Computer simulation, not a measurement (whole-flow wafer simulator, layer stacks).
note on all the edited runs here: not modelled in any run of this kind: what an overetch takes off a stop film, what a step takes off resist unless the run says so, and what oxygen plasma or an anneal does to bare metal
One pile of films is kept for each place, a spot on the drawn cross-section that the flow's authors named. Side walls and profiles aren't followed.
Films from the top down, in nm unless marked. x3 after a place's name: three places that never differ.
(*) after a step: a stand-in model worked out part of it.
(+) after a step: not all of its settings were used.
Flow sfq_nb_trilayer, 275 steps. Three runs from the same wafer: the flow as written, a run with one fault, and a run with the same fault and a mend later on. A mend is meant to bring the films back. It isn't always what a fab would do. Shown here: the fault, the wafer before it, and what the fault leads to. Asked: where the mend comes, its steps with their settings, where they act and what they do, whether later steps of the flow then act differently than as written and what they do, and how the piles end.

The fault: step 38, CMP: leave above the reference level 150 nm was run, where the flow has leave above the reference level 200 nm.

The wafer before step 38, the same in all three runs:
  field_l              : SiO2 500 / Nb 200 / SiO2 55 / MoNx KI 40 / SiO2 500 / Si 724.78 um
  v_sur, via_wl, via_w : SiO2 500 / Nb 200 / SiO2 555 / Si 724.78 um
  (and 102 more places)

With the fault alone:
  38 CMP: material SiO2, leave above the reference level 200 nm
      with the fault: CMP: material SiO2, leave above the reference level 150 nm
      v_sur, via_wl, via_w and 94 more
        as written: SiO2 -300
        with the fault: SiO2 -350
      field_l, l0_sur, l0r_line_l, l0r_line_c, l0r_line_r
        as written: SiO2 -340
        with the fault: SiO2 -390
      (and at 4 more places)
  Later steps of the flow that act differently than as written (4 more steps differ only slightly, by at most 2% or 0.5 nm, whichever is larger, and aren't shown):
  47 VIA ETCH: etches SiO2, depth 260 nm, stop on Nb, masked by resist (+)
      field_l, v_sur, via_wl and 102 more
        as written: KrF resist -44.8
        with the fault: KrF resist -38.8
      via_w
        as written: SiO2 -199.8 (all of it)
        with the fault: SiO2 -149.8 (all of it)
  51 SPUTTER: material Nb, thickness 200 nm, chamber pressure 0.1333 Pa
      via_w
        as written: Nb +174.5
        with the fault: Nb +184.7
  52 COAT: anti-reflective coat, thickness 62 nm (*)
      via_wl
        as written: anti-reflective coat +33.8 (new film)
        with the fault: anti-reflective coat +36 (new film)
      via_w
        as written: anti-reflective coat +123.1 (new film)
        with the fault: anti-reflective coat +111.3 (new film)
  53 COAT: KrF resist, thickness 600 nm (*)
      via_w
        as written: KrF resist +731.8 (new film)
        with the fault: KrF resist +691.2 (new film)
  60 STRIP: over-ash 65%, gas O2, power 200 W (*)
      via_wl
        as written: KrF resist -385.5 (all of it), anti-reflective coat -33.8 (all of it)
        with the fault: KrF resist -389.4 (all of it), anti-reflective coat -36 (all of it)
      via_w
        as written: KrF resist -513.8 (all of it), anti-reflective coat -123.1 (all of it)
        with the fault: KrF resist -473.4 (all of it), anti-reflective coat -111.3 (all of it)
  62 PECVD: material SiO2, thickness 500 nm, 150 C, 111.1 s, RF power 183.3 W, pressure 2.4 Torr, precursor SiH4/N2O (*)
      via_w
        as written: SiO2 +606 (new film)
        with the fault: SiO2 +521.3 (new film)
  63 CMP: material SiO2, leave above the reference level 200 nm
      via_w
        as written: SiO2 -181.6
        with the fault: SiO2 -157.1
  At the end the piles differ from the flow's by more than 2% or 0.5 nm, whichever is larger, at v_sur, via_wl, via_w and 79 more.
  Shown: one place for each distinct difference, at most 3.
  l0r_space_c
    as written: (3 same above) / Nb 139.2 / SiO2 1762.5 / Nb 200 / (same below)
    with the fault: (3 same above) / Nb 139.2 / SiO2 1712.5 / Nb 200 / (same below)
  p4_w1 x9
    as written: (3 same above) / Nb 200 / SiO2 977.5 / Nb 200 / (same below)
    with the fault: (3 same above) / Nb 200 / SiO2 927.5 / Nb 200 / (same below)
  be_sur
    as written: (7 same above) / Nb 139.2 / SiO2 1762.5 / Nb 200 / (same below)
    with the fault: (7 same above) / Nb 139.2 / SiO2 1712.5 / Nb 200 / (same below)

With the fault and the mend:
  The mend comes after step 39.
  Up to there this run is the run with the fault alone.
  39a PECVD: material SiO2, thickness 50 nm, 150 C, 11.11 s, RF power 183.3 W, pressure 2.4 Torr, precursor SiH4/N2O (the flow's step 37 once more, with other settings)
      field_l, v_sur, via_wl and 103 more
        SiO2 +50
  No later step of the flow acts differently than as written, at any place that is followed, by more than 2% or 0.5 nm, whichever is larger.
  At the end the piles differ from the flow's only slightly at the places that both follow, by at most 2% or 0.5 nm, whichever is larger.
